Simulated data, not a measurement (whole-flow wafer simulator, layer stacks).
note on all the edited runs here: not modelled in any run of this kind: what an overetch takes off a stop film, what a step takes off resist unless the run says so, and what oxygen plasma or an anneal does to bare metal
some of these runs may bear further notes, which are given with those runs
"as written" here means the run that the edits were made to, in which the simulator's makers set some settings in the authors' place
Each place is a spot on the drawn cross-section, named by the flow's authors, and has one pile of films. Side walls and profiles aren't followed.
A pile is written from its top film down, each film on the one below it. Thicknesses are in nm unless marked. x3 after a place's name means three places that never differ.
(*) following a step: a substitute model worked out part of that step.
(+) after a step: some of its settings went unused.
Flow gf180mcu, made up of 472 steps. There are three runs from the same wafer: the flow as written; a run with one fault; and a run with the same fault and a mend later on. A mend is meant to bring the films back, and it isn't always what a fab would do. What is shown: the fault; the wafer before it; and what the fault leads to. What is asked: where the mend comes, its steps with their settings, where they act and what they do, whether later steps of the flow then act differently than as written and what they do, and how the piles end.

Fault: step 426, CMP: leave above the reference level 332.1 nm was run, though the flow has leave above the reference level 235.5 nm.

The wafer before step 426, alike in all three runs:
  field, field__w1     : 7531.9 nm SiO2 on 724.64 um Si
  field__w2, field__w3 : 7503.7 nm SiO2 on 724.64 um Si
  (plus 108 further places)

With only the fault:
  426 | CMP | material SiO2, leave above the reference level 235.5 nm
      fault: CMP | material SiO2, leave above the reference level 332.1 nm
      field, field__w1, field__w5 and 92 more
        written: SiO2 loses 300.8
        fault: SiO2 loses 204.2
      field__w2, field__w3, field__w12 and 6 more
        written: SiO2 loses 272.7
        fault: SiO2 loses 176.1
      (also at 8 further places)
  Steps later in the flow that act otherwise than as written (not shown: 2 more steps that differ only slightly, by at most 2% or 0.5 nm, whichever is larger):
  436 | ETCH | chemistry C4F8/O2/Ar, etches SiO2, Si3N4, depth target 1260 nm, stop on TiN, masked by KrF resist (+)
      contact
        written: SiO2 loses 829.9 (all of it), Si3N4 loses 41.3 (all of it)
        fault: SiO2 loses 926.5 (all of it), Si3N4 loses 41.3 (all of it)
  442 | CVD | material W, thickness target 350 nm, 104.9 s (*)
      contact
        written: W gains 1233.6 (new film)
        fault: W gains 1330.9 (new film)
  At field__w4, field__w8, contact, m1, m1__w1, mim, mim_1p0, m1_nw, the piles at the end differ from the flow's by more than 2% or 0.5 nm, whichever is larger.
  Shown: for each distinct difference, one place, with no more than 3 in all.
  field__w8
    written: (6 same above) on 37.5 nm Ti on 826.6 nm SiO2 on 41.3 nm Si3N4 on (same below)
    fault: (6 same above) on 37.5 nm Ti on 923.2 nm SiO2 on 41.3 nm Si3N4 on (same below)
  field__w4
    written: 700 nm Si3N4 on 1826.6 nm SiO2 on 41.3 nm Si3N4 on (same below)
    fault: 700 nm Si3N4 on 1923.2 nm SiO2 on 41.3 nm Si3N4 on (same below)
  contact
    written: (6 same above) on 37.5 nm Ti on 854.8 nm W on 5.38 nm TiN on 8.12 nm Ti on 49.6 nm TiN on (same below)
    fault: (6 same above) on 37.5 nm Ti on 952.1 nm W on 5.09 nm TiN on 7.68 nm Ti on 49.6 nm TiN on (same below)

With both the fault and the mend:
  The mend stands after step 434.
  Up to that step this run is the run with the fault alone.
  434a | STRIP | chemistry O2/N2, power 2160 W, pressure 1700 mTorr (*)
      field, field__w1, field__w2 and 108 more
        KrF resist loses 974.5 (all of it), anti-reflective coat loses 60 (all of it)
      contact
        anti-reflective coat loses 60 (all of it)
  434b | CMP | material SiO2, leave above the reference level 235.5 nm (the flow's step 426, run once more)
      field, field__w1, field__w2 and 109 more
        SiO2 loses 96.6
  434c | HMDS | 120 C, 60 s (the flow's step 428, run once more)
      leaves every film unchanged at each place that is followed
  434d | COAT | anti-reflective coat, thickness 60 nm, 182 C, 71 s (the flow's step 429, run once more)
      field, field__w1, field__w2 and 109 more
        anti-reflective coat gains 60 (new film)
  434e | COAT | KrF resist, thickness 1000 nm (the flow's step 430, run once more)
      field, field__w1, field__w2 and 109 more
        KrF resist gains 1000 (new film)
  434f | SOFTBAKE | KrF resist (the flow's step 431, run once more)
      leaves every film unchanged at each place that is followed
  434g | EXPOSE | photomask Via5 (the flow's step 432, run once more)
      leaves every film unchanged at each place that is followed
  434h | PEB | KrF resist, 135 C, 90 s (the flow's step 433, run once more)
      field, field__w1, field__w2 and 109 more
        KrF resist loses 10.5
  434i | DEVELOP | KrF resist, thickness 1000 nm, 60 s (the flow's step 434, run once more)
      field, field__w1, field__w2 and 108 more
        KrF resist loses 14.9
      contact
        KrF resist loses 989.5 (all of it)
  Every later step of the flow that is run acts as written at every place that is followed.
  By the end, the piles equal the flow's at every place that both follow.
